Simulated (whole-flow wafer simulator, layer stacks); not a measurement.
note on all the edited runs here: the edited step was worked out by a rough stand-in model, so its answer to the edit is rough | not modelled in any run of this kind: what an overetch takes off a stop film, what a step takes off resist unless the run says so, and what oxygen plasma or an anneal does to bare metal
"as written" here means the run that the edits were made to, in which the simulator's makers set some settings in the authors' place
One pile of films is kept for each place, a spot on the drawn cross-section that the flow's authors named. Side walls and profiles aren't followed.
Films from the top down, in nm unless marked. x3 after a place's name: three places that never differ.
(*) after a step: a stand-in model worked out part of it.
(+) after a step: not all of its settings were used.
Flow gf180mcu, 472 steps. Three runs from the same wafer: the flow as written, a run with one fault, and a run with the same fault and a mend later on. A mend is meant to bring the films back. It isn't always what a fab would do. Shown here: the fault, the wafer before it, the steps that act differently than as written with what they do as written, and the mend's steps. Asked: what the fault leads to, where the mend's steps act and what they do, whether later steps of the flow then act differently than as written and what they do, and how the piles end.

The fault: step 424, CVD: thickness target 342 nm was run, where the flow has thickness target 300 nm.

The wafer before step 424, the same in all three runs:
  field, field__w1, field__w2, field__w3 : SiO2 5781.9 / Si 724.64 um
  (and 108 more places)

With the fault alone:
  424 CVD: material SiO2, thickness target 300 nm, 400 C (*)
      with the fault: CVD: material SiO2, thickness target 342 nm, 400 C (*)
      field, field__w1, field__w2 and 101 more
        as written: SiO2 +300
        with the fault: SiO2 +342
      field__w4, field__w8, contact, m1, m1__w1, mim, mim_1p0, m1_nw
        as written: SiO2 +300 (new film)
        with the fault: SiO2 +342 (new film)
  Later steps of the flow that act differently than as written (2 more steps differ only slightly, by at most 2% or 0.5 nm, whichever is larger, and aren't shown):
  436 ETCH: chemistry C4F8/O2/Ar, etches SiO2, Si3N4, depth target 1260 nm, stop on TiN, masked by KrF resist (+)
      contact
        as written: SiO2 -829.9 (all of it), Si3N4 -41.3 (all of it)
        with the fault: SiO2 -871.9 (all of it), Si3N4 -41.3 (all of it)
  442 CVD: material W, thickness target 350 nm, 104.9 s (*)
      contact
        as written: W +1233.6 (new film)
        with the fault: W +1275.9 (new film)
  At the end the piles differ from the flow's by more than 2% or 0.5 nm, whichever is larger, at field__w4, field__w8, contact, m1, m1__w1, mim, mim_1p0, m1_nw.
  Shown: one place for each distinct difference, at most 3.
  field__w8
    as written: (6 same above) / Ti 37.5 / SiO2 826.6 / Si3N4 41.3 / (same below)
    with the fault: (6 same above) / Ti 37.5 / SiO2 868.6 / Si3N4 41.3 / (same below)
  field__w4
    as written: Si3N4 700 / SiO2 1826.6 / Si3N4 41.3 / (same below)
    with the fault: Si3N4 700 / SiO2 1868.6 / Si3N4 41.3 / (same below)
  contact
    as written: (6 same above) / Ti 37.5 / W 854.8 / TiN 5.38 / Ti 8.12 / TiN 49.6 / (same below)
    with the fault: (6 same above) / Ti 37.5 / W 897.1 / TiN 5.25 / Ti 7.93 / TiN 49.6 / (same below)

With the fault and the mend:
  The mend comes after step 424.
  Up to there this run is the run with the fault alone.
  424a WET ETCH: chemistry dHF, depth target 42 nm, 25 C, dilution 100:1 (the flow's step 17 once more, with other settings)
      field, field__w1, field__w2 and 109 more
        SiO2 -42
  No later step of the flow acts differently than as written at any place that is followed.
  At the end the piles are the same as the flow's at every place that both follow.
